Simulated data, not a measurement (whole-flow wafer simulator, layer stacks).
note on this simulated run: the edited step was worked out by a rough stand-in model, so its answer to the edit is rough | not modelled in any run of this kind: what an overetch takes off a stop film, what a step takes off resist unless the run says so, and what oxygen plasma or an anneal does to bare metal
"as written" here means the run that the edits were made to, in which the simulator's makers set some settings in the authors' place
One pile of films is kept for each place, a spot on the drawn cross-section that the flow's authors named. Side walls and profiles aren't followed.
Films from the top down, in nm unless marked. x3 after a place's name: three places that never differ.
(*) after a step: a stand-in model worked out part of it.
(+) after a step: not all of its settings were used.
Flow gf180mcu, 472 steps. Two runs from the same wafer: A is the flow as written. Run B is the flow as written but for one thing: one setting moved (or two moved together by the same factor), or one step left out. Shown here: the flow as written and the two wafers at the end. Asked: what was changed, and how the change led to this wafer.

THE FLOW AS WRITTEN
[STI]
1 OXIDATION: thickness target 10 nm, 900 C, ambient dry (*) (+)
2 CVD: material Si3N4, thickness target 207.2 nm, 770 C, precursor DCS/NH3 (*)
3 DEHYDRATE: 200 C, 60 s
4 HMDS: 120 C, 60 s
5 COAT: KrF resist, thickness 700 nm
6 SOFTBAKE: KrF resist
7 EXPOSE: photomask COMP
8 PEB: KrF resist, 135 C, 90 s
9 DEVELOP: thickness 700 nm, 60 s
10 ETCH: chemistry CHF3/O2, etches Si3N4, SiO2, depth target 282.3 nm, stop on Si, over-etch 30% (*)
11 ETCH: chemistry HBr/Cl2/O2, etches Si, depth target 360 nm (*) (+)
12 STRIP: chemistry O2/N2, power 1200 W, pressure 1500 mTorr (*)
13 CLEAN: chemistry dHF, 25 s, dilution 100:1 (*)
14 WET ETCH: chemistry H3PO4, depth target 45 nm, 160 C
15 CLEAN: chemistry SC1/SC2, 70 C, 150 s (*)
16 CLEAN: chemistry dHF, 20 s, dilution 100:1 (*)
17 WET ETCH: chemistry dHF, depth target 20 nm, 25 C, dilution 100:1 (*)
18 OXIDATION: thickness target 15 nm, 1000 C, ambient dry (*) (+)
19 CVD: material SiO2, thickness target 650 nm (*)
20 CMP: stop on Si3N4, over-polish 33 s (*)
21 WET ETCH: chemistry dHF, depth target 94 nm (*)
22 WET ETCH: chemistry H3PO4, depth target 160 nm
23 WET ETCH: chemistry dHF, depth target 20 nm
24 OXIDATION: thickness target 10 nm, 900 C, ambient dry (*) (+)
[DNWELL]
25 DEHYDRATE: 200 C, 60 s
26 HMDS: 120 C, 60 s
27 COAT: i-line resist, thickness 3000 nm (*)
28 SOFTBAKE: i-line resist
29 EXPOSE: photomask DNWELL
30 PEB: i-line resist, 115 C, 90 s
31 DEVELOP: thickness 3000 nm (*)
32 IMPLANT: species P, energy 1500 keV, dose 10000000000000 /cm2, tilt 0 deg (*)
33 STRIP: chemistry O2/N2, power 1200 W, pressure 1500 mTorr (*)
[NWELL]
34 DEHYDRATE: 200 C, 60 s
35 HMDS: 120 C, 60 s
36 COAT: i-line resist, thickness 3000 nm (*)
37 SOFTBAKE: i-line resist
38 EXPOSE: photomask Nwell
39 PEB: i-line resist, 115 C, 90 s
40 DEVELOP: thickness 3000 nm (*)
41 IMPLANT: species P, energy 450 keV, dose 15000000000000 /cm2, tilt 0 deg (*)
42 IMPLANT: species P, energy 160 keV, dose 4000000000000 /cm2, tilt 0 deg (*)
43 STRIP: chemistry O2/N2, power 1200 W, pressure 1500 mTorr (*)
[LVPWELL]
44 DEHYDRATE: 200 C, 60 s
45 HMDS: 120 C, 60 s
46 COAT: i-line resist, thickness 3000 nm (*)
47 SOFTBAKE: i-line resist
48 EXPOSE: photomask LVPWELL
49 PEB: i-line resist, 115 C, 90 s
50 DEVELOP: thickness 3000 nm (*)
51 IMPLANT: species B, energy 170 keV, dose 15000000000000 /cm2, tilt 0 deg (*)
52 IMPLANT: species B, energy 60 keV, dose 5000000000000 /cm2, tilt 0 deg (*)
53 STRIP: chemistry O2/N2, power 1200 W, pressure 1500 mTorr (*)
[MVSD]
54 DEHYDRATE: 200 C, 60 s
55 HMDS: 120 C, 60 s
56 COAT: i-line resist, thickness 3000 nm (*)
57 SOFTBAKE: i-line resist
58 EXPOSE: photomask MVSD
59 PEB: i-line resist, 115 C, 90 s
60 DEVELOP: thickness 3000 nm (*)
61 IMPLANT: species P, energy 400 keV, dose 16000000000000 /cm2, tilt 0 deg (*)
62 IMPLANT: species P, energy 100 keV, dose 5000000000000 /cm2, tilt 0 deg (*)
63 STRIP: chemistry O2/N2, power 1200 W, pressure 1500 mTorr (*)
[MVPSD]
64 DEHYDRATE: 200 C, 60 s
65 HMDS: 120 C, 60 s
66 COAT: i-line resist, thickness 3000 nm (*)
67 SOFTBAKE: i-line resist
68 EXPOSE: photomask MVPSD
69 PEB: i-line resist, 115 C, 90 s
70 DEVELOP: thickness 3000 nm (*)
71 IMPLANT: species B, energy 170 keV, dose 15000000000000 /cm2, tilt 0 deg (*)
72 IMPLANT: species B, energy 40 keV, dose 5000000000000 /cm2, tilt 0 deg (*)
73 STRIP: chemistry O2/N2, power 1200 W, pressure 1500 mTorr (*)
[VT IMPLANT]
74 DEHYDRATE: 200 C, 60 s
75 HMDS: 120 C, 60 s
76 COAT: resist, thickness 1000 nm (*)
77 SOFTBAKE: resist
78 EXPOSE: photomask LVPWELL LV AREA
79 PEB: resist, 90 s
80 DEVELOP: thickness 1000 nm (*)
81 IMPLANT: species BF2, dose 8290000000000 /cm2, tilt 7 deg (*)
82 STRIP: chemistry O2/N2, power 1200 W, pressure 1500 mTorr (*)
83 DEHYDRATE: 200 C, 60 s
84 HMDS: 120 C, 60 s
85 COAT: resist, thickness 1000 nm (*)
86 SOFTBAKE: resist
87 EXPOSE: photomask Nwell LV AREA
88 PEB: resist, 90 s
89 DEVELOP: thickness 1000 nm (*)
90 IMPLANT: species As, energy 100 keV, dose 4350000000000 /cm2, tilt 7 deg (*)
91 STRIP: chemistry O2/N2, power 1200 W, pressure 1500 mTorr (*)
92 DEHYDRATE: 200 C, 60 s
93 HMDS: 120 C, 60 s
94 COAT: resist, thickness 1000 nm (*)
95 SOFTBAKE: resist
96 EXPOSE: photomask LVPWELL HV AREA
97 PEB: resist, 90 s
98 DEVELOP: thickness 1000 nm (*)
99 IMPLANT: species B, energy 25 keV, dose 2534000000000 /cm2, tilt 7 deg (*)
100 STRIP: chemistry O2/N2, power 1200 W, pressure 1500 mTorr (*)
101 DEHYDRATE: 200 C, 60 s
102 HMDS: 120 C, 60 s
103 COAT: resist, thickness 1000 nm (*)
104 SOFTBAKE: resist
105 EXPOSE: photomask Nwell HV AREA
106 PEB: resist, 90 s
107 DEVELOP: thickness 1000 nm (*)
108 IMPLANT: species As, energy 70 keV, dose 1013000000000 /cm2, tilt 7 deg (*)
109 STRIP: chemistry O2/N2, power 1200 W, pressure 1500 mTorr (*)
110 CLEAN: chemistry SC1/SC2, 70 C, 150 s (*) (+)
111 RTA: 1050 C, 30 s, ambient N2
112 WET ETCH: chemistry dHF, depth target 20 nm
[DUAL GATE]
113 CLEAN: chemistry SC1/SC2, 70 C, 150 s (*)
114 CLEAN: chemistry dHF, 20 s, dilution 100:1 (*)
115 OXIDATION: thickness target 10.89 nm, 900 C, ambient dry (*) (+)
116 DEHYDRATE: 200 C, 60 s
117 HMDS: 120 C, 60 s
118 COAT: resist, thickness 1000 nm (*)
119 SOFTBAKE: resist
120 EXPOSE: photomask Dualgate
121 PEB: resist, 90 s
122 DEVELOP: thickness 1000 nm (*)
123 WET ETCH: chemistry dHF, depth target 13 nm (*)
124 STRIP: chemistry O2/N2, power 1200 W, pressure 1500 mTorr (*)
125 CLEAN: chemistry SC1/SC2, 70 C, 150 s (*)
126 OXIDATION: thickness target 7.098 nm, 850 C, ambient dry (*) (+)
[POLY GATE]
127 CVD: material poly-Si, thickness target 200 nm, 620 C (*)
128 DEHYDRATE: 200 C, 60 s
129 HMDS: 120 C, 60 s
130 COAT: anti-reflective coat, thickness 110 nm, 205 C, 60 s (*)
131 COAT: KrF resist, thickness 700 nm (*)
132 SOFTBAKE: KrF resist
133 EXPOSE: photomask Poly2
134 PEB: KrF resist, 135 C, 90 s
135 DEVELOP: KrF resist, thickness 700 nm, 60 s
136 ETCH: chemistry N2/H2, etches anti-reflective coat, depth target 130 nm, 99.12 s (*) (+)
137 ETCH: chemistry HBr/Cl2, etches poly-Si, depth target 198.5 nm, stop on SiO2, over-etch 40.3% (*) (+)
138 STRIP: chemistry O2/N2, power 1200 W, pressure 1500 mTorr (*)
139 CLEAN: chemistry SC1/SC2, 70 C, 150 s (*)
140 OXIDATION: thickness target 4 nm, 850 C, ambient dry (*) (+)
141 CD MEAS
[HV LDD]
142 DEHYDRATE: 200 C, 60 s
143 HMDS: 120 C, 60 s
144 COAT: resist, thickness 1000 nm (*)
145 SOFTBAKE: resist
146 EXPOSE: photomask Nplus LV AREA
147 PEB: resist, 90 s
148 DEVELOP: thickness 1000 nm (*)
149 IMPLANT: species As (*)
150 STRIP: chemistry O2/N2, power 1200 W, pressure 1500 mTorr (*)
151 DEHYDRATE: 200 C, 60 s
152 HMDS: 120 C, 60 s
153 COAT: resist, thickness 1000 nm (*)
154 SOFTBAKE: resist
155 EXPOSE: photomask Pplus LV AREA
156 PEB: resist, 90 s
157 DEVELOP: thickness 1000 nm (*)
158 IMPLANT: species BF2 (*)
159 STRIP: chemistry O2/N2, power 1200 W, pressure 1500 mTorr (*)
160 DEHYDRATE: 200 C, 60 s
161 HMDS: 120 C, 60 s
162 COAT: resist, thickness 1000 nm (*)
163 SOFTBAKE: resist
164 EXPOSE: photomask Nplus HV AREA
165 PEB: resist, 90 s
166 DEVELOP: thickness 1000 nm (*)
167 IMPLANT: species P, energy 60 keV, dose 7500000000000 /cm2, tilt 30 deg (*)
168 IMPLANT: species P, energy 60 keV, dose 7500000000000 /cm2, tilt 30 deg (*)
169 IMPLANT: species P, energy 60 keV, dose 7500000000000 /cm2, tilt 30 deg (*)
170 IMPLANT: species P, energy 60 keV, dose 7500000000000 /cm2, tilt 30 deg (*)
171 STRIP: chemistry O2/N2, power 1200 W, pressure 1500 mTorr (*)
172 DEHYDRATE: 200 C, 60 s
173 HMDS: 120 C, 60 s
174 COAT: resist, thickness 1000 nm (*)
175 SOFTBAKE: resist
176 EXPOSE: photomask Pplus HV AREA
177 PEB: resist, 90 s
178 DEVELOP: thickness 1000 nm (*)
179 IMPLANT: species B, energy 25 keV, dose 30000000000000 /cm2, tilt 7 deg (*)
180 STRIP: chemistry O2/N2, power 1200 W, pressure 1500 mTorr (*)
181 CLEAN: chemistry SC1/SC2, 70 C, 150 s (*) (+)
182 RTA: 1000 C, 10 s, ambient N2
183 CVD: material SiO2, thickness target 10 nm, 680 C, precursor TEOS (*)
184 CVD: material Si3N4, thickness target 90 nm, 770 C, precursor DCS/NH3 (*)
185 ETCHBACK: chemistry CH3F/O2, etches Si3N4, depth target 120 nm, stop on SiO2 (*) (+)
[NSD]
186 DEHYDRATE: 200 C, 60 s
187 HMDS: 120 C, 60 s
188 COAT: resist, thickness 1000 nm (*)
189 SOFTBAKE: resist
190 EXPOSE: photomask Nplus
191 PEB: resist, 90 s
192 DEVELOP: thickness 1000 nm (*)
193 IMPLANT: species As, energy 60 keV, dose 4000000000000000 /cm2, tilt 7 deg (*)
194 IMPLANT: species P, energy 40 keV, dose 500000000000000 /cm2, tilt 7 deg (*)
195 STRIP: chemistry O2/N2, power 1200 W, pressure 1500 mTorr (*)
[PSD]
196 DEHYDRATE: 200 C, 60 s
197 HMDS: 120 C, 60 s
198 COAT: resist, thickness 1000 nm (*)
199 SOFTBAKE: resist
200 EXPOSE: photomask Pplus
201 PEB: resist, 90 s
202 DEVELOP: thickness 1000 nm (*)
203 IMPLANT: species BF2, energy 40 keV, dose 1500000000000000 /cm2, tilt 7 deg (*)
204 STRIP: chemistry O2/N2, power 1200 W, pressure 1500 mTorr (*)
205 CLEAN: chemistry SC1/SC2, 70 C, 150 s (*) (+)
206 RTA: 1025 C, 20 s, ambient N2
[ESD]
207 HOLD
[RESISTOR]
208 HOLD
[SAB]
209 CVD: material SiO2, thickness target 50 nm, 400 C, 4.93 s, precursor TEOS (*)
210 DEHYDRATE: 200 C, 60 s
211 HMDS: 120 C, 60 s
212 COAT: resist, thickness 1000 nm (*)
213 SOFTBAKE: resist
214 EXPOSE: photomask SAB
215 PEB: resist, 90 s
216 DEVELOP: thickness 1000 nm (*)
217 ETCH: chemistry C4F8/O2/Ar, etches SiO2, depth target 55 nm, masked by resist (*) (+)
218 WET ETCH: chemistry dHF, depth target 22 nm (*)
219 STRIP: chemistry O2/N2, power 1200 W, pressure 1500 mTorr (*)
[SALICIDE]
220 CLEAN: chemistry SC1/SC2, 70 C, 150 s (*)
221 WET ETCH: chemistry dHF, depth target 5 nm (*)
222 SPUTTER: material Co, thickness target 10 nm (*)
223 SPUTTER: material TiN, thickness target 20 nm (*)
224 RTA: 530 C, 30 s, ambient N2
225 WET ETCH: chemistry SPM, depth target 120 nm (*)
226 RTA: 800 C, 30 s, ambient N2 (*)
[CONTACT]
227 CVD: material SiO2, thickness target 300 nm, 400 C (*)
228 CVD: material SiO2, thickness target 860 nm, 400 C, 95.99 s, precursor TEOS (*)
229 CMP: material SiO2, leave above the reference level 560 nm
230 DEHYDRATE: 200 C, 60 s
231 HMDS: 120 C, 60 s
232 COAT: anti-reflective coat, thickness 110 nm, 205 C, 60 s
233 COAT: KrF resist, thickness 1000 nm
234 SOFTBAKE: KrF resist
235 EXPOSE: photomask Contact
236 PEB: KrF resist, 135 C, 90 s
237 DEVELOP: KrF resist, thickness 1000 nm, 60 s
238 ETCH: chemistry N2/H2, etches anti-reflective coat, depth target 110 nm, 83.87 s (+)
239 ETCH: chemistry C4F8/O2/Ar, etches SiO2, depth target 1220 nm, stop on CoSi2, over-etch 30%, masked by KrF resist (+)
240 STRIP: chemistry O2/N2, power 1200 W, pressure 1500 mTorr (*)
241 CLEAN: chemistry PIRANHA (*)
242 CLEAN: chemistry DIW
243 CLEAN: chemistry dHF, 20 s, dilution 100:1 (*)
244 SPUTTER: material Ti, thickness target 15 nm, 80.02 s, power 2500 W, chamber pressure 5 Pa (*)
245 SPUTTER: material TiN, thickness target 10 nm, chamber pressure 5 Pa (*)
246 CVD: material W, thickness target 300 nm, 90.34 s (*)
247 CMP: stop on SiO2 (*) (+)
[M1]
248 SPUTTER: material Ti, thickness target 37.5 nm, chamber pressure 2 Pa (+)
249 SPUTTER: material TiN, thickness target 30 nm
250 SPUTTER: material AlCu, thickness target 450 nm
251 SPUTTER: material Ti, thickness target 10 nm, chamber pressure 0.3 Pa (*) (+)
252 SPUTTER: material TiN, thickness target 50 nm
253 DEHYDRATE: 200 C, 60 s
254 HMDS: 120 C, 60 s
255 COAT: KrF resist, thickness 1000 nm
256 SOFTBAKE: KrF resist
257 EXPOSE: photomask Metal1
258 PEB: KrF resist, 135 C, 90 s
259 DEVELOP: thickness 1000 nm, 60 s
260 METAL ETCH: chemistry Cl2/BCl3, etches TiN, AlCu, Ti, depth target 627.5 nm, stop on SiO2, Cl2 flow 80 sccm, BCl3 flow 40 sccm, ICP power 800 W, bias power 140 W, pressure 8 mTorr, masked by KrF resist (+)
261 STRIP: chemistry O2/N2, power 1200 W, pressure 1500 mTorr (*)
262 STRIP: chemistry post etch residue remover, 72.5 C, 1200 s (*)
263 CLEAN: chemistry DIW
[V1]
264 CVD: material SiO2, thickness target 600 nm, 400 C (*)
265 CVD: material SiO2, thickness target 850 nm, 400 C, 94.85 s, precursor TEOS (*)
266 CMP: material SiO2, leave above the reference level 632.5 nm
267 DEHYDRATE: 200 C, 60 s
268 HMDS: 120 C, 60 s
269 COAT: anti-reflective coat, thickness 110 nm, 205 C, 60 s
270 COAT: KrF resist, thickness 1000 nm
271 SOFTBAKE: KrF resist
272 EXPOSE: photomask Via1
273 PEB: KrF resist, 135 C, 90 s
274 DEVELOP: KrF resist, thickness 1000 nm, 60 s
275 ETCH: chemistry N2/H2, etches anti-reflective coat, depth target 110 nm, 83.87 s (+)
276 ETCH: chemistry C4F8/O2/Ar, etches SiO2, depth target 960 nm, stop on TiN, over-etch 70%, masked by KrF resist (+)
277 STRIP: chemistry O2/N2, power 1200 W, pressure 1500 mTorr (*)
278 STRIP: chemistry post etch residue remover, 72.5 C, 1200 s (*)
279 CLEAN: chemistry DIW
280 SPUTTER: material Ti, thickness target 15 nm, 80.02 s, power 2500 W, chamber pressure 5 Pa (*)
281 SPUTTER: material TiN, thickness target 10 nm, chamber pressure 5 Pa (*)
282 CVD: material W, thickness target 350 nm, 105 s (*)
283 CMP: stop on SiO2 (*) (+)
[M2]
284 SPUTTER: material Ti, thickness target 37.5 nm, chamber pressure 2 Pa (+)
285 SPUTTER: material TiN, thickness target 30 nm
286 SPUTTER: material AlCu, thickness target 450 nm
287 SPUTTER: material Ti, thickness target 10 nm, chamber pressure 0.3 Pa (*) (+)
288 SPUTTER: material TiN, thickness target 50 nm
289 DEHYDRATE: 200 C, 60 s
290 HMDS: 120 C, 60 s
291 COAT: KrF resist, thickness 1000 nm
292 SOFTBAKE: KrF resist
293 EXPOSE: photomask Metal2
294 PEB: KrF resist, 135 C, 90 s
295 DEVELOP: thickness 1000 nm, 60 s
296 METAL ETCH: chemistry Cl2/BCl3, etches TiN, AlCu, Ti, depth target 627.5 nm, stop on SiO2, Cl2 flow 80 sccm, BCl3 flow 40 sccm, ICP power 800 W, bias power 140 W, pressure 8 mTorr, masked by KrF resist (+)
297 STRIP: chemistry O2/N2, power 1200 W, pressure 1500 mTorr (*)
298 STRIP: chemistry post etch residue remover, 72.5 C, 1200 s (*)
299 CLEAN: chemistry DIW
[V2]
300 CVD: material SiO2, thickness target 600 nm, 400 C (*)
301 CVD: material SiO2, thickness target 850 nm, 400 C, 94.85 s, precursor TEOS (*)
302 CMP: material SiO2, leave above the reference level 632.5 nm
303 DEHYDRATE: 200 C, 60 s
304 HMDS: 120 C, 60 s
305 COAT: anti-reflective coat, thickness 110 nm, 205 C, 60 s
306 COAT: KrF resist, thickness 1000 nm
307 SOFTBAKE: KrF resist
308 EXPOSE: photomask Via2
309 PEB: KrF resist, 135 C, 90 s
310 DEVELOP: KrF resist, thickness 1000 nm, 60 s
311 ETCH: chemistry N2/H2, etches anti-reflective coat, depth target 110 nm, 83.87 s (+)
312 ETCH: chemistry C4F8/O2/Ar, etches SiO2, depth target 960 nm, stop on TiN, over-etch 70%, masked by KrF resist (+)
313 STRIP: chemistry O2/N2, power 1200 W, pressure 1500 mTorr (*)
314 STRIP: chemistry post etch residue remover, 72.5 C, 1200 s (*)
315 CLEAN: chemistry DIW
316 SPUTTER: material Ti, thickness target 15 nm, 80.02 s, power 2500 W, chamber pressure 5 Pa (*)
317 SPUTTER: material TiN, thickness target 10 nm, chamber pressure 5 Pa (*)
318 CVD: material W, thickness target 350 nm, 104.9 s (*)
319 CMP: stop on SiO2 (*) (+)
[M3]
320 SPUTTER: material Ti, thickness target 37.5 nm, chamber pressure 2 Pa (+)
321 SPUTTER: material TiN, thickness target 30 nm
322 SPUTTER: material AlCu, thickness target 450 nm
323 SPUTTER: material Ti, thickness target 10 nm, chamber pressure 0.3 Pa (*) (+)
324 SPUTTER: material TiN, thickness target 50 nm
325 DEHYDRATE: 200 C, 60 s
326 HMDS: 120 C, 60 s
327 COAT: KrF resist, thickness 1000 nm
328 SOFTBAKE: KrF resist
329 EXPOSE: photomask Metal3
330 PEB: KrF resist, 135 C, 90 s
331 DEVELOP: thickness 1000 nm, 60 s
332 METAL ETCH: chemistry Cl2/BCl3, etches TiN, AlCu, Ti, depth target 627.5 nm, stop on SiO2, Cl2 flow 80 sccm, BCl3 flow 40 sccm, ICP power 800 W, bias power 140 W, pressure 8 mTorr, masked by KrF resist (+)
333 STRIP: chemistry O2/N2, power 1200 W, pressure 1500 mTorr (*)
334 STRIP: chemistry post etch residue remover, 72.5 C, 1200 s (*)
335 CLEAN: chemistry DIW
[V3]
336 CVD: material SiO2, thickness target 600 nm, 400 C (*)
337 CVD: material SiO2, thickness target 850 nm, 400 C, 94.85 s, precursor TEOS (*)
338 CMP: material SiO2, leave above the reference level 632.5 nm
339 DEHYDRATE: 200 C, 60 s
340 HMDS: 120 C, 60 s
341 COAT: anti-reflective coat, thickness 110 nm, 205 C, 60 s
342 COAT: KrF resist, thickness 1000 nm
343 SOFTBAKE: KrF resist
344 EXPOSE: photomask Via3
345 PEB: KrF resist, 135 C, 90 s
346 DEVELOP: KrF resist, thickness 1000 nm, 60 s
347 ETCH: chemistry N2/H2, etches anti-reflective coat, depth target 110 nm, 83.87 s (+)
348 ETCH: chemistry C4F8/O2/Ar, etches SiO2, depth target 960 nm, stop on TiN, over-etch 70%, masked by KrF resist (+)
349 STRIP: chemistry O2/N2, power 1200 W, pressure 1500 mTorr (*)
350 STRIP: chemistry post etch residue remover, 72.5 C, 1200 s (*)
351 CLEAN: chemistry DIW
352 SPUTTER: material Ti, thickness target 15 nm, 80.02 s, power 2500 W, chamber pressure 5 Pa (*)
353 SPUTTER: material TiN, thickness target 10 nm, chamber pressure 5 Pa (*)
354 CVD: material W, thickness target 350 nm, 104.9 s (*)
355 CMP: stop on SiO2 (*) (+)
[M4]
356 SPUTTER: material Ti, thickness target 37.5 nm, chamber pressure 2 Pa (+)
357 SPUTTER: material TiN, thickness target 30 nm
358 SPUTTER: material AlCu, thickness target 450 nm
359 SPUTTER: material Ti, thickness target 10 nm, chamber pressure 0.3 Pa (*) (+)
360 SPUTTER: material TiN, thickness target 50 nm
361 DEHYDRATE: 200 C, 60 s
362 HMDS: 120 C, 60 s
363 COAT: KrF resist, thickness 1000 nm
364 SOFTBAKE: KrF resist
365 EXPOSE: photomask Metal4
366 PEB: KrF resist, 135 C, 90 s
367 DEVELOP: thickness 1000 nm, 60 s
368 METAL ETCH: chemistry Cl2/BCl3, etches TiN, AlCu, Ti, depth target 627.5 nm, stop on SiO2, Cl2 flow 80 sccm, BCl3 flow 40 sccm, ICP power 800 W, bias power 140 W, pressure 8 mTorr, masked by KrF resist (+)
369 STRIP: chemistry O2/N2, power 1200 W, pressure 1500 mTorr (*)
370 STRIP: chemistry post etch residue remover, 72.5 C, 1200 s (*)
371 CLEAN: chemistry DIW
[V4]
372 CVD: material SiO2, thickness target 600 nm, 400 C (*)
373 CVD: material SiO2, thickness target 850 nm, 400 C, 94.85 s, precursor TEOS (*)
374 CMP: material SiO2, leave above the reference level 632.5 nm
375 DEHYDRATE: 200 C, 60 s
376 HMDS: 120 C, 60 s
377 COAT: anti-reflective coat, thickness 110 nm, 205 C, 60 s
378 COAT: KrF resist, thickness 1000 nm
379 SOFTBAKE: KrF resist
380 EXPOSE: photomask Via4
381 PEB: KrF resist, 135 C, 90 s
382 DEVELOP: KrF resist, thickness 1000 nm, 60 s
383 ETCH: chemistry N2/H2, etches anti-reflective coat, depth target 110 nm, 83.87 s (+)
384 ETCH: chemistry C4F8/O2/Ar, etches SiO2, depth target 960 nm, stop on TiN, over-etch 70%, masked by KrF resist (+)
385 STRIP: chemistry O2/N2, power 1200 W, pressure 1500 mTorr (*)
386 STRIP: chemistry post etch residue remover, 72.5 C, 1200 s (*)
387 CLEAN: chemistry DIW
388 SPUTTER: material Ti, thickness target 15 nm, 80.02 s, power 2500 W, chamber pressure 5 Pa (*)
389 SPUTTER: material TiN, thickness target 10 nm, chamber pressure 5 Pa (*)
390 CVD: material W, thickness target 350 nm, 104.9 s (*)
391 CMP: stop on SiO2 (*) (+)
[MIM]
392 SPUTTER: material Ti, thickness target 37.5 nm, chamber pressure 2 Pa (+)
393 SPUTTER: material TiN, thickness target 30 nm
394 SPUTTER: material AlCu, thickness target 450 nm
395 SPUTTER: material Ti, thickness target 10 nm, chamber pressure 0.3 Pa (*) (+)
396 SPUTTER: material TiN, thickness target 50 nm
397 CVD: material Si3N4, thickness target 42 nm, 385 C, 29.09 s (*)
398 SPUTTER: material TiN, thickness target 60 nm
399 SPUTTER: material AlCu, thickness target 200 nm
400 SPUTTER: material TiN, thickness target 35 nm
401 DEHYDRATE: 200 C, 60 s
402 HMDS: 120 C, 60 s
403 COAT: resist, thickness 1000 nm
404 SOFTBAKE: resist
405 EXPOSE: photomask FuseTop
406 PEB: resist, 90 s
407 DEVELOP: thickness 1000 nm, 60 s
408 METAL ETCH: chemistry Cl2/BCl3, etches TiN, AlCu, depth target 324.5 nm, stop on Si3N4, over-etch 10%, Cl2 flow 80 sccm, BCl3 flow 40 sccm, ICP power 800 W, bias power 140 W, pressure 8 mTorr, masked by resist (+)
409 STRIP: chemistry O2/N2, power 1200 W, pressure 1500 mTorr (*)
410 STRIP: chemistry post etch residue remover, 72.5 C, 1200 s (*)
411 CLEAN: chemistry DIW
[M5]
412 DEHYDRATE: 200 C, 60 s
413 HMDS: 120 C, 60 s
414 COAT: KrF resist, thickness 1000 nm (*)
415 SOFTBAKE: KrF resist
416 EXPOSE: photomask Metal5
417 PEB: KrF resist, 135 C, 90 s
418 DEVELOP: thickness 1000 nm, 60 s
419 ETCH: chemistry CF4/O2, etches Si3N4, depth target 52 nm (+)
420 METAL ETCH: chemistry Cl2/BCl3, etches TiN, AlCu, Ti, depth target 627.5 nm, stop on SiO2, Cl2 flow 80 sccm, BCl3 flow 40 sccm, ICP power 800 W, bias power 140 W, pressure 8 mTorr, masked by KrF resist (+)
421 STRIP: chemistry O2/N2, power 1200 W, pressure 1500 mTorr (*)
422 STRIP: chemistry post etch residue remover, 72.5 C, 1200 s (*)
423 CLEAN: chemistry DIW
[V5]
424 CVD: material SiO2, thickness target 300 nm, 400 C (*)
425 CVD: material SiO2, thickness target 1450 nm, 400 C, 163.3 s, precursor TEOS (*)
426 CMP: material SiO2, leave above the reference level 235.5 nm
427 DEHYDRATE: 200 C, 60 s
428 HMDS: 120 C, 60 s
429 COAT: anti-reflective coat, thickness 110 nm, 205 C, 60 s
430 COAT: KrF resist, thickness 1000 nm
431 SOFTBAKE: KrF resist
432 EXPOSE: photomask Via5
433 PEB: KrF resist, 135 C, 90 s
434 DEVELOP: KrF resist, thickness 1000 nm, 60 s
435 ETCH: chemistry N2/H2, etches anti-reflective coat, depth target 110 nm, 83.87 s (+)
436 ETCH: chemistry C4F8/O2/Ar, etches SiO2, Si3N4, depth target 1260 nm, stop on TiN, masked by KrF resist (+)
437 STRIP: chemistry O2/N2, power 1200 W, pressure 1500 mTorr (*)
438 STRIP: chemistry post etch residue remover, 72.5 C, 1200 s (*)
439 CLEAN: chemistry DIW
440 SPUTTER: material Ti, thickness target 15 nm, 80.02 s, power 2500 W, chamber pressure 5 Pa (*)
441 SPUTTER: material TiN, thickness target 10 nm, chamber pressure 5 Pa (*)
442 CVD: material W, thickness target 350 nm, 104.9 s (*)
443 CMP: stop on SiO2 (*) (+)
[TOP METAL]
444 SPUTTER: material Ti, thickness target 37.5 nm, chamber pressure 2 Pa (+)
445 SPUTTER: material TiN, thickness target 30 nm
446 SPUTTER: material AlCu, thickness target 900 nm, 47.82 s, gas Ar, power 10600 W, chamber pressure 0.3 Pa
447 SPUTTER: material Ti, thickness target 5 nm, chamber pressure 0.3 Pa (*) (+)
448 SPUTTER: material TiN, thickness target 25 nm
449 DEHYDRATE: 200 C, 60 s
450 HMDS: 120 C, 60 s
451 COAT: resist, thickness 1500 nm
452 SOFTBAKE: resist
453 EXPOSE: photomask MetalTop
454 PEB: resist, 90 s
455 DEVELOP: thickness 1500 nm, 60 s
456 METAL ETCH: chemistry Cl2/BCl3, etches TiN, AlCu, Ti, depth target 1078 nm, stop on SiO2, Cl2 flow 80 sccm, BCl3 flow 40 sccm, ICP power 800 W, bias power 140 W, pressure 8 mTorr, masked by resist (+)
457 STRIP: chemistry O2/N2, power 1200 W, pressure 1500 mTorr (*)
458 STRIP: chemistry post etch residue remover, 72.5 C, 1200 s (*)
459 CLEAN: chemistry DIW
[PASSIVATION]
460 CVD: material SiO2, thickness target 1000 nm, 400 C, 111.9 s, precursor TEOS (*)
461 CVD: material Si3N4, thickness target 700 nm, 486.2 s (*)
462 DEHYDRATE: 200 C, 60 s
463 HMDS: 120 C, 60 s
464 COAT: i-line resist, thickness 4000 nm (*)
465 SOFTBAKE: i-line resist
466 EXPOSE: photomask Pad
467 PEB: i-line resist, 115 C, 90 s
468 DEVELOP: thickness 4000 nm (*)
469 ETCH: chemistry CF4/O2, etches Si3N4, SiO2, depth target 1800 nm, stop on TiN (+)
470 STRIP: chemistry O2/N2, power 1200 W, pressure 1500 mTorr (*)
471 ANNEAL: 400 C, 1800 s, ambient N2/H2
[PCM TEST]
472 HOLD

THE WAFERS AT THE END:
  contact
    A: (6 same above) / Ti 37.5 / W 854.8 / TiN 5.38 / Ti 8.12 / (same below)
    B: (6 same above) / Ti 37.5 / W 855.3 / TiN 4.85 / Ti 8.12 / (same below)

The cause: step 441, SPUTTER: chamber pressure 3.2 Pa was run, where the flow has chamber pressure 5 Pa.

How the change led to this, step by step:
  441 SPUTTER: material TiN, thickness target 10 nm, chamber pressure 5 Pa (*)
      contact: A TiN +5.38 (new film) | B TiN +4.85 (new film)
